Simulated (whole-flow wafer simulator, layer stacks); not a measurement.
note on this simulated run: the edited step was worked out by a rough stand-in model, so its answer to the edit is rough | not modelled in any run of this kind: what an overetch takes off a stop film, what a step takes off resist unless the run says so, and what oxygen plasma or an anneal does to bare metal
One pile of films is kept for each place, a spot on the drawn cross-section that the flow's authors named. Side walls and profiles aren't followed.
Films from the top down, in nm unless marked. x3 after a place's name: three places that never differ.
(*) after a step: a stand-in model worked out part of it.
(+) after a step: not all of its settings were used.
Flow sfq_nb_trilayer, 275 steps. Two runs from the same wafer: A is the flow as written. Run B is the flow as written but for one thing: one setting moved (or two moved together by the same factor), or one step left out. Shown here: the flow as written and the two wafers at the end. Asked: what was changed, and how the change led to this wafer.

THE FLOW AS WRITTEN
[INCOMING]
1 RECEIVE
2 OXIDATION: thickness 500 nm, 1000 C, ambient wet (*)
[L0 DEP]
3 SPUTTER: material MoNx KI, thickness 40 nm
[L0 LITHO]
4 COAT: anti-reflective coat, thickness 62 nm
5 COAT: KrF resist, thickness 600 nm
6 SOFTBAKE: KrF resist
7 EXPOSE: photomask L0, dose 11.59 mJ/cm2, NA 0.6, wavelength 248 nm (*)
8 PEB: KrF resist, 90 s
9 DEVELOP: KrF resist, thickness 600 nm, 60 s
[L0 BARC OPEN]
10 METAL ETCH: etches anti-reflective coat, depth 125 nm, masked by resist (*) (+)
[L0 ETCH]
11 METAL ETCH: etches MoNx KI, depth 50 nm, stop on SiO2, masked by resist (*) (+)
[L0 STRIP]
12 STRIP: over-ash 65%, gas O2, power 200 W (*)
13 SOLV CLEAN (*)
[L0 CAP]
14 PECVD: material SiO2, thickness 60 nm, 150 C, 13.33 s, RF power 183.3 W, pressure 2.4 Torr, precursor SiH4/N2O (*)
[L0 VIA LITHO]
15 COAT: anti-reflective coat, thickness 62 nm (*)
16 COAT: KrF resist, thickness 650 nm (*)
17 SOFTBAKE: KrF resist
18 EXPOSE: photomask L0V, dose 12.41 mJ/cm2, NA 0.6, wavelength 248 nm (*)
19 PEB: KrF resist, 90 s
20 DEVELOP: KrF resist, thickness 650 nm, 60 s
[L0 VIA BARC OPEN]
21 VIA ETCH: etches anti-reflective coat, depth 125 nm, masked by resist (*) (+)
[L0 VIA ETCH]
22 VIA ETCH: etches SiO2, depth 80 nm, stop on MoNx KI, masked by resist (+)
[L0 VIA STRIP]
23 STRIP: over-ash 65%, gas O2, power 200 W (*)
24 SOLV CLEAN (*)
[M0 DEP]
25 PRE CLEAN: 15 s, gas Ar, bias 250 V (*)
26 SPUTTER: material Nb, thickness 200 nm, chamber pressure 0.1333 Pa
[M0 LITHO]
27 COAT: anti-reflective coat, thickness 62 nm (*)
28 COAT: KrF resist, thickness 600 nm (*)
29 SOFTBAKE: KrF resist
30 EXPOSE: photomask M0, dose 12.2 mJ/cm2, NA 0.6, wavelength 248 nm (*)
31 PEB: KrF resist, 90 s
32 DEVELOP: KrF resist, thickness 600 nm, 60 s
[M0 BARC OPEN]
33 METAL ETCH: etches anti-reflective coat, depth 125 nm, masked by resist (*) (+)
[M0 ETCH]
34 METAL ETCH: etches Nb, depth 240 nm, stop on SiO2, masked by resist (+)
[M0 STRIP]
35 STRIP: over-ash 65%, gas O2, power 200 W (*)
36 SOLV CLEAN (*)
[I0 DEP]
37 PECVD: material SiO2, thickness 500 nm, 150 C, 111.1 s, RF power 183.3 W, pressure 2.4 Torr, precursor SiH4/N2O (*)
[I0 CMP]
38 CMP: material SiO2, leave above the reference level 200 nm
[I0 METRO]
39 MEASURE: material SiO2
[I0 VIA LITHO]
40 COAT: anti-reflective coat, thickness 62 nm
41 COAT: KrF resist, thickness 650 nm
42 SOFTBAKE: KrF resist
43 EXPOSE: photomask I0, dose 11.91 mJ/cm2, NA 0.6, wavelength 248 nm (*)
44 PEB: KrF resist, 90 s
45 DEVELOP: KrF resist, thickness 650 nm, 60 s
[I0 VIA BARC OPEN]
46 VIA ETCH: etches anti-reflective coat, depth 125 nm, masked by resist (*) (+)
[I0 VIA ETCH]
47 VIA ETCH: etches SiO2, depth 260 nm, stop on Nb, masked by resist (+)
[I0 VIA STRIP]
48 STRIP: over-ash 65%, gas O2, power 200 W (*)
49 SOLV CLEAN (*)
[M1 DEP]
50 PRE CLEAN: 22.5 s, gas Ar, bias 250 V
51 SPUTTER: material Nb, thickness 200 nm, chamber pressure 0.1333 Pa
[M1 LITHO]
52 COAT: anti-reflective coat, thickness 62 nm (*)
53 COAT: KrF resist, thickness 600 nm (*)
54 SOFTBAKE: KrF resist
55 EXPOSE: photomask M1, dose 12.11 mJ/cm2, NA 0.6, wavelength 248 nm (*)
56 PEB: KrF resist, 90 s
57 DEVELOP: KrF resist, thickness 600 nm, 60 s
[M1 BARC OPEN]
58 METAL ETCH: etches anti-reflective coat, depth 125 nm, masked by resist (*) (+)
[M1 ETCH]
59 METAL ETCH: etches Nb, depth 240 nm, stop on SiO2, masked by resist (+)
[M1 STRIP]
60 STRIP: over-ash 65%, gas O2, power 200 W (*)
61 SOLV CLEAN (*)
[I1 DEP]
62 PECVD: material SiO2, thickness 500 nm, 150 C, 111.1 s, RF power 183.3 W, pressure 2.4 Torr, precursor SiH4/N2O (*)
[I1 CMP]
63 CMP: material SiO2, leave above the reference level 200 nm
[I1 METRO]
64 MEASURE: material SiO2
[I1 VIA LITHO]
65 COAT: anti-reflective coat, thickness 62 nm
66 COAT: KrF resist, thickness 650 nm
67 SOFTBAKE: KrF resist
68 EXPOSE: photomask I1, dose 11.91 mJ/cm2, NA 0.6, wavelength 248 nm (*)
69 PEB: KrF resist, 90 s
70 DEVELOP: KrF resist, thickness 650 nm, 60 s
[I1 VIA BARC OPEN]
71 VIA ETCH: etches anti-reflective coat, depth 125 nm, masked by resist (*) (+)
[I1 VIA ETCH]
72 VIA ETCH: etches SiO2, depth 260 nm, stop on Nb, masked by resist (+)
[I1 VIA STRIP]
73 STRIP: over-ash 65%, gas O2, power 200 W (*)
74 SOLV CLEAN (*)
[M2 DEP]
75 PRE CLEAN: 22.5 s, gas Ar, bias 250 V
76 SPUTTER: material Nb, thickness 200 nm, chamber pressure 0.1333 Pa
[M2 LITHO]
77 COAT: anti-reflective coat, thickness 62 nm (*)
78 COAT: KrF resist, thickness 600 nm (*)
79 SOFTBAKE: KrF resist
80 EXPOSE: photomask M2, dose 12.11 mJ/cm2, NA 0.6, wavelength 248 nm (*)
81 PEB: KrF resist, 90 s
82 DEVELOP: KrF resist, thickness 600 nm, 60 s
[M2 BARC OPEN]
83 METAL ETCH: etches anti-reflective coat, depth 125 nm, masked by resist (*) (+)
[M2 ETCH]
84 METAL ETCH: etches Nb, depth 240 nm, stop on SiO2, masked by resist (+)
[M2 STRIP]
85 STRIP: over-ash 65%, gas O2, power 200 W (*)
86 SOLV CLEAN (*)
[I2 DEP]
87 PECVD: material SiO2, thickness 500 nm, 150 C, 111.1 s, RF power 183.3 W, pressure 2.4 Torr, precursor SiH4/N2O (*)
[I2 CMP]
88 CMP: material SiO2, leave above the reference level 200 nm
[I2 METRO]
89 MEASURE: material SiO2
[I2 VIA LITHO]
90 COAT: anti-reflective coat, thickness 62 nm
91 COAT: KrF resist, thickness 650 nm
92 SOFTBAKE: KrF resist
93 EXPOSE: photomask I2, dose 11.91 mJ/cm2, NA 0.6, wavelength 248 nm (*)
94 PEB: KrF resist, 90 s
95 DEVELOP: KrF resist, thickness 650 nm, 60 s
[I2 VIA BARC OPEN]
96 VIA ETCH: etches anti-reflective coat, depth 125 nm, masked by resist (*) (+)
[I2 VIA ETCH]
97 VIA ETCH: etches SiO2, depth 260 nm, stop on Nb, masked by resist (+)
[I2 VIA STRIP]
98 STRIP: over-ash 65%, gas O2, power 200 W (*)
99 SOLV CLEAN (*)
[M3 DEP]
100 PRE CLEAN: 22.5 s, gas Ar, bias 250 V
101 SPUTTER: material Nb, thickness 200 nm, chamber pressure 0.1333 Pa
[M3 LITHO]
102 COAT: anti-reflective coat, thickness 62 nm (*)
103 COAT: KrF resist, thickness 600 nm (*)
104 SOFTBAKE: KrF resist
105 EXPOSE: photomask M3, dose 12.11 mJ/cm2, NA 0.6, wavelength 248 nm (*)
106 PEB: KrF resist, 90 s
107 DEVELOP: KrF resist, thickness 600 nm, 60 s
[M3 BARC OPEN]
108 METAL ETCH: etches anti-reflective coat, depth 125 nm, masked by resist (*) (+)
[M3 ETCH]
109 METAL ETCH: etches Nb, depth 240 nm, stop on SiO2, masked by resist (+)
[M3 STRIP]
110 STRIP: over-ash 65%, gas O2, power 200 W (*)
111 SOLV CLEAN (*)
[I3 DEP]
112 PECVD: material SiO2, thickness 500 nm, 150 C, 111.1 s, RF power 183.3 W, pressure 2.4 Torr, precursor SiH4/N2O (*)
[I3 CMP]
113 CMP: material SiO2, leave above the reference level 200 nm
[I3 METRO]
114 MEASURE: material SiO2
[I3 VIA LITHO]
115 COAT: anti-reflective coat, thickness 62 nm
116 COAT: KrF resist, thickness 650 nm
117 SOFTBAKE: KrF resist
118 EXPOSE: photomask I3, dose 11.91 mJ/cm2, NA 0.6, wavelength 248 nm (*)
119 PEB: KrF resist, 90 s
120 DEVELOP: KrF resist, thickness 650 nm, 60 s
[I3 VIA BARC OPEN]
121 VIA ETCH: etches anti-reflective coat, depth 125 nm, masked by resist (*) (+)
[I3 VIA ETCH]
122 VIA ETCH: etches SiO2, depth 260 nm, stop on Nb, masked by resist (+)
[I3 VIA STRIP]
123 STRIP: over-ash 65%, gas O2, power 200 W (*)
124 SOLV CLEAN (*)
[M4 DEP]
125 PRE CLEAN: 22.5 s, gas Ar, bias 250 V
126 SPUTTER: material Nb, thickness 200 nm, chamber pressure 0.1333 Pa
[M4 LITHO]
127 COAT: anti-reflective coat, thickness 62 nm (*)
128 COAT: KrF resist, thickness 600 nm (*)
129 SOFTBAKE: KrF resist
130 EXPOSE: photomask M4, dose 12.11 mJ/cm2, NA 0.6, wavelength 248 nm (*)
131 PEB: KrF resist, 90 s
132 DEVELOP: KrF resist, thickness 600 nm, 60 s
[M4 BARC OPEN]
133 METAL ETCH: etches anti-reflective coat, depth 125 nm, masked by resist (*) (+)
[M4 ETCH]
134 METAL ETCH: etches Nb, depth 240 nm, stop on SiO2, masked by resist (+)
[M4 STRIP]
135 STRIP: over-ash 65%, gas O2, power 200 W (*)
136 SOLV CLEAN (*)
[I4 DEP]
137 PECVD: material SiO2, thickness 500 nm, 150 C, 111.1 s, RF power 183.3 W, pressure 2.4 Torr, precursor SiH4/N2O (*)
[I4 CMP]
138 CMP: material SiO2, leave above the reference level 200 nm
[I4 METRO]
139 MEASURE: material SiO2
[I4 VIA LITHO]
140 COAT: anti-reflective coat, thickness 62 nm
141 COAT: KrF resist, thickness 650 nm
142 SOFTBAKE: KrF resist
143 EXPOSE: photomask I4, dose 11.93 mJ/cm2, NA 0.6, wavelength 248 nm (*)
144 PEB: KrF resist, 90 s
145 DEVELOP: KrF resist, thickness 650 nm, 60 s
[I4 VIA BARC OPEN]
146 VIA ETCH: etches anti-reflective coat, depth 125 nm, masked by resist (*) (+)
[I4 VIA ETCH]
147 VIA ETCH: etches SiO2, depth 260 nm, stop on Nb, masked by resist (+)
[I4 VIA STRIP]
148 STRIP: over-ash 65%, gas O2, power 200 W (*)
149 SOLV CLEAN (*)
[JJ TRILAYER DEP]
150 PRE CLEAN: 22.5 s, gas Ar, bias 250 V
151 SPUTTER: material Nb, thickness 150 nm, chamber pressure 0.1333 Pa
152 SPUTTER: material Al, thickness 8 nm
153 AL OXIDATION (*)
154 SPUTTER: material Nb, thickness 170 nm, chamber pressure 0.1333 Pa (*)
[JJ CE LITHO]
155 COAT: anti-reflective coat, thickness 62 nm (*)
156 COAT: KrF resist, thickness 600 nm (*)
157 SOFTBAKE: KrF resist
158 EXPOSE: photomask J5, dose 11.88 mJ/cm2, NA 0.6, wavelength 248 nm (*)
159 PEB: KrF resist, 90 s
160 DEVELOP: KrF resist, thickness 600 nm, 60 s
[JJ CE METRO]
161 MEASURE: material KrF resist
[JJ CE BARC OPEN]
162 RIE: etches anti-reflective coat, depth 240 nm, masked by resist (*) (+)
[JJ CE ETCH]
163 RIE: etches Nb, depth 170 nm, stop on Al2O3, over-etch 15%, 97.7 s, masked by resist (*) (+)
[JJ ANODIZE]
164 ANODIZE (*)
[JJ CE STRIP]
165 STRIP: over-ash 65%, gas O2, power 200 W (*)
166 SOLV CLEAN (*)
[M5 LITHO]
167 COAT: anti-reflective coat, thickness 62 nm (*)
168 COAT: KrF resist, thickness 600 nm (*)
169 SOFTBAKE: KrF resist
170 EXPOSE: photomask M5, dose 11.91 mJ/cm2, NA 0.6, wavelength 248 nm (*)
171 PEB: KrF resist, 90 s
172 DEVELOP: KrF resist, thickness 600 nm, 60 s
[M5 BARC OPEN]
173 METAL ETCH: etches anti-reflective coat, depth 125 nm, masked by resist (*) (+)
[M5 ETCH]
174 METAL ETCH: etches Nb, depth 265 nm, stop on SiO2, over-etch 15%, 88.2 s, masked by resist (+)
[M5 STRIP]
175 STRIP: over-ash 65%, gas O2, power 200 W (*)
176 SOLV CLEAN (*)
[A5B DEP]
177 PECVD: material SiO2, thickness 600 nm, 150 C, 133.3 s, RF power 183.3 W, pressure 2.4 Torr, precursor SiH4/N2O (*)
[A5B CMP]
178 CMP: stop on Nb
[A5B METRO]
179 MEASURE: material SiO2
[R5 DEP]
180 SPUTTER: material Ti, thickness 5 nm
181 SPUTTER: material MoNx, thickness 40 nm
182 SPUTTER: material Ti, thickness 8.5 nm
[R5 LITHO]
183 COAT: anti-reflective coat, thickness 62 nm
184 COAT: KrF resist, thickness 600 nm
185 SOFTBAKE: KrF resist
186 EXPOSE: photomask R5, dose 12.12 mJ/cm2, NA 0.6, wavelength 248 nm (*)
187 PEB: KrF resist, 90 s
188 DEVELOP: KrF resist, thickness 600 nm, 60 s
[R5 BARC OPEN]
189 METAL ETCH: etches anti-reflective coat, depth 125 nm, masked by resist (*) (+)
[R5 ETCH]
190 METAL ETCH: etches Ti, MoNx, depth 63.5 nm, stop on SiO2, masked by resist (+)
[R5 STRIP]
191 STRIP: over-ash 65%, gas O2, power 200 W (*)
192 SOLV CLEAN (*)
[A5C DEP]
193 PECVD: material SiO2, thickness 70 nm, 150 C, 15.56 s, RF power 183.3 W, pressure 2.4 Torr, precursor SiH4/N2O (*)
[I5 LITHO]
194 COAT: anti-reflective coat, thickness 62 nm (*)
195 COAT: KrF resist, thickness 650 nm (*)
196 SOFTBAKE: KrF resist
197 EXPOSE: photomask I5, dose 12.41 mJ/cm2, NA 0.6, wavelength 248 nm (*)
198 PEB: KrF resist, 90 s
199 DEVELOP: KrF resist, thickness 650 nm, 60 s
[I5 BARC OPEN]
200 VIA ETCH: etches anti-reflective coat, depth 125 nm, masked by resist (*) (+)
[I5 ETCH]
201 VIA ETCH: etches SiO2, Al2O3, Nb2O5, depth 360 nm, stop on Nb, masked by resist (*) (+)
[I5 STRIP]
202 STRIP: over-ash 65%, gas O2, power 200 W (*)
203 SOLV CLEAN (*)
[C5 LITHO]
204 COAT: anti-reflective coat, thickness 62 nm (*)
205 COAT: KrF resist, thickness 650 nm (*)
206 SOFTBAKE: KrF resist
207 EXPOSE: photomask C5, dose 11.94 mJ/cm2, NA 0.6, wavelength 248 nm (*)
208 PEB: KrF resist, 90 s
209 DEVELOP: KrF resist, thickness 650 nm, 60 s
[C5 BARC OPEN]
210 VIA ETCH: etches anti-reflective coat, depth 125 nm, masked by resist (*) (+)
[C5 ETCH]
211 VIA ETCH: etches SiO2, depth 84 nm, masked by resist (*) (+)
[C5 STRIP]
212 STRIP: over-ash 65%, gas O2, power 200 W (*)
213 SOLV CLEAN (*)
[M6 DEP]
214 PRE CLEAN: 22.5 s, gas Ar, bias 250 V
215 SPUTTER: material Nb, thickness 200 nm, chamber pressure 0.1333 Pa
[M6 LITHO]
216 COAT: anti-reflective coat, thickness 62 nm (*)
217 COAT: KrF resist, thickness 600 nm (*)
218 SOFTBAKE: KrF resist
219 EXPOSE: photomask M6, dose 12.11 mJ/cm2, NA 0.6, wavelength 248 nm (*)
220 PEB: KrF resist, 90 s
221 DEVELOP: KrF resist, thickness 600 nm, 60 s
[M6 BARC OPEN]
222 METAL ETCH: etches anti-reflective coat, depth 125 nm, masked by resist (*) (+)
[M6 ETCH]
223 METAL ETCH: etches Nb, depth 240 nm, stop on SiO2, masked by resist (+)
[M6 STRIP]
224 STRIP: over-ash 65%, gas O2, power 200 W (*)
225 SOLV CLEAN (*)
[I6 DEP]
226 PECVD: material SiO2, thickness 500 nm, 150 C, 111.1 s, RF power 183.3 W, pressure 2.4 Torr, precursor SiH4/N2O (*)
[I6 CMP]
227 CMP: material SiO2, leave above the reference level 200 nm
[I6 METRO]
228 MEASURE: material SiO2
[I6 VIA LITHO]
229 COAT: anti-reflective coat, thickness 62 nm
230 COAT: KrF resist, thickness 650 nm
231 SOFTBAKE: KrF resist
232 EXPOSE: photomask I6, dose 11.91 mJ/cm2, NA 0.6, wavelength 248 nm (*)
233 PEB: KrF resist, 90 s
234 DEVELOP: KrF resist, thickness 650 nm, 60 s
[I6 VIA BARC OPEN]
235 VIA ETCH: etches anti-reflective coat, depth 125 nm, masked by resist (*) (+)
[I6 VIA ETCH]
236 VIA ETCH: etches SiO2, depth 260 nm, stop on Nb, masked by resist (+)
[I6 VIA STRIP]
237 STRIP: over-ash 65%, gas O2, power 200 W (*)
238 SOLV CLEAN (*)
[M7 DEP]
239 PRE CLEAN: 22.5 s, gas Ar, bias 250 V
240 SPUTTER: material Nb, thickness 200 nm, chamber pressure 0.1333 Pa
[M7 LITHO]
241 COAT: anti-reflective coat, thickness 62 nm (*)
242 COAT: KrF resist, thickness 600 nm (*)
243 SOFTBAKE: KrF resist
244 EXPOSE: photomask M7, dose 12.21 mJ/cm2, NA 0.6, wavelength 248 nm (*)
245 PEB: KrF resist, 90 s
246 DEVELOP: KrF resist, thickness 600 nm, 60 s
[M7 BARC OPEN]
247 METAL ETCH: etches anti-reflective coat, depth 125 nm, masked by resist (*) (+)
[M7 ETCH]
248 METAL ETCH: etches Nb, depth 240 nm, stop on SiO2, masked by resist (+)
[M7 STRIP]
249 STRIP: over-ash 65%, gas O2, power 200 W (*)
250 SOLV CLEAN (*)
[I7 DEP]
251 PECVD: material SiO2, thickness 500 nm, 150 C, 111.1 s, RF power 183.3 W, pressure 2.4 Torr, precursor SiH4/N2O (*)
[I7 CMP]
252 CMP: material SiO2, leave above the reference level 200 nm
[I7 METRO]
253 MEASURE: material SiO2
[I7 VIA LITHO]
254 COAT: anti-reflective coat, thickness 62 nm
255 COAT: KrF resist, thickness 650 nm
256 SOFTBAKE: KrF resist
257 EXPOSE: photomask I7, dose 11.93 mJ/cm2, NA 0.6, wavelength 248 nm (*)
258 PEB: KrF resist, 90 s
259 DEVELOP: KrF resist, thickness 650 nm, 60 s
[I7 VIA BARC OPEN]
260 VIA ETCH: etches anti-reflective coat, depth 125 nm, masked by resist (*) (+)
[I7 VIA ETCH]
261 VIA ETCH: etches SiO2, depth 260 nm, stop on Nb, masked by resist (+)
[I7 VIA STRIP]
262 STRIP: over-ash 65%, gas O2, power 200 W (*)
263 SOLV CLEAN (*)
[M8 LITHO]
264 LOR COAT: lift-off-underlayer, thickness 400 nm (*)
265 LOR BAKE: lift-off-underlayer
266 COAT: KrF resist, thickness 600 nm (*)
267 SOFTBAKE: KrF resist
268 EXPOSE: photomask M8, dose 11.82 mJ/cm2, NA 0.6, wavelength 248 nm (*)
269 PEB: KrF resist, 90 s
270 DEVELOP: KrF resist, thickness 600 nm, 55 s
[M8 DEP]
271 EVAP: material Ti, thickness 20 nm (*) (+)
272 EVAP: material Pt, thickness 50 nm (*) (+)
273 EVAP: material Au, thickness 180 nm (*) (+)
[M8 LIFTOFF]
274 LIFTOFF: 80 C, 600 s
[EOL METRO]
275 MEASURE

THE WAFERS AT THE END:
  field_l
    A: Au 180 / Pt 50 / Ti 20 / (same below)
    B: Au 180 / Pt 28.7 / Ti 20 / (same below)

The cause: step 272, EVAP: thickness 28.7 nm was run, where the flow has thickness 50 nm.
It can be read off the wafer: field_l has Pt 28.7, and step 272 as written asks for 50 nm.

How the change led to this, step by step:
  272 EVAP: material Pt, thickness 50 nm (*) (+)
      field_l, v_sur, via_wl and 103 more: A Pt +50 (new film) | B Pt +28.7 (new film)
  274 LIFTOFF: 80 C, 600 s
      p4_fl, p4_fm, p4_w1 and 71 more: A Au -180 (all of it), Pt -50 (all of it), Ti -20 (all of it), KrF resist -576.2 (all of it), lift-off-underlayer -400 (all of it) | B Au -180 (all of it), Pt -28.7 (all of it), Ti -20 (all of it), KrF resist -576.2 (all of it), lift-off-underlayer -400 (all of it)
      c5j, ce_r: A Au -180 (all of it), Pt -50 (all of it), Ti -20 (all of it), KrF resist -573.3 (all of it), lift-off-underlayer -399.3 (all of it) | B Au -180 (all of it), Pt -28.7 (all of it), Ti -20 (all of it), KrF resist -573.3 (all of it), lift-off-underlayer -399.3 (all of it)
      (and at 19 more places)
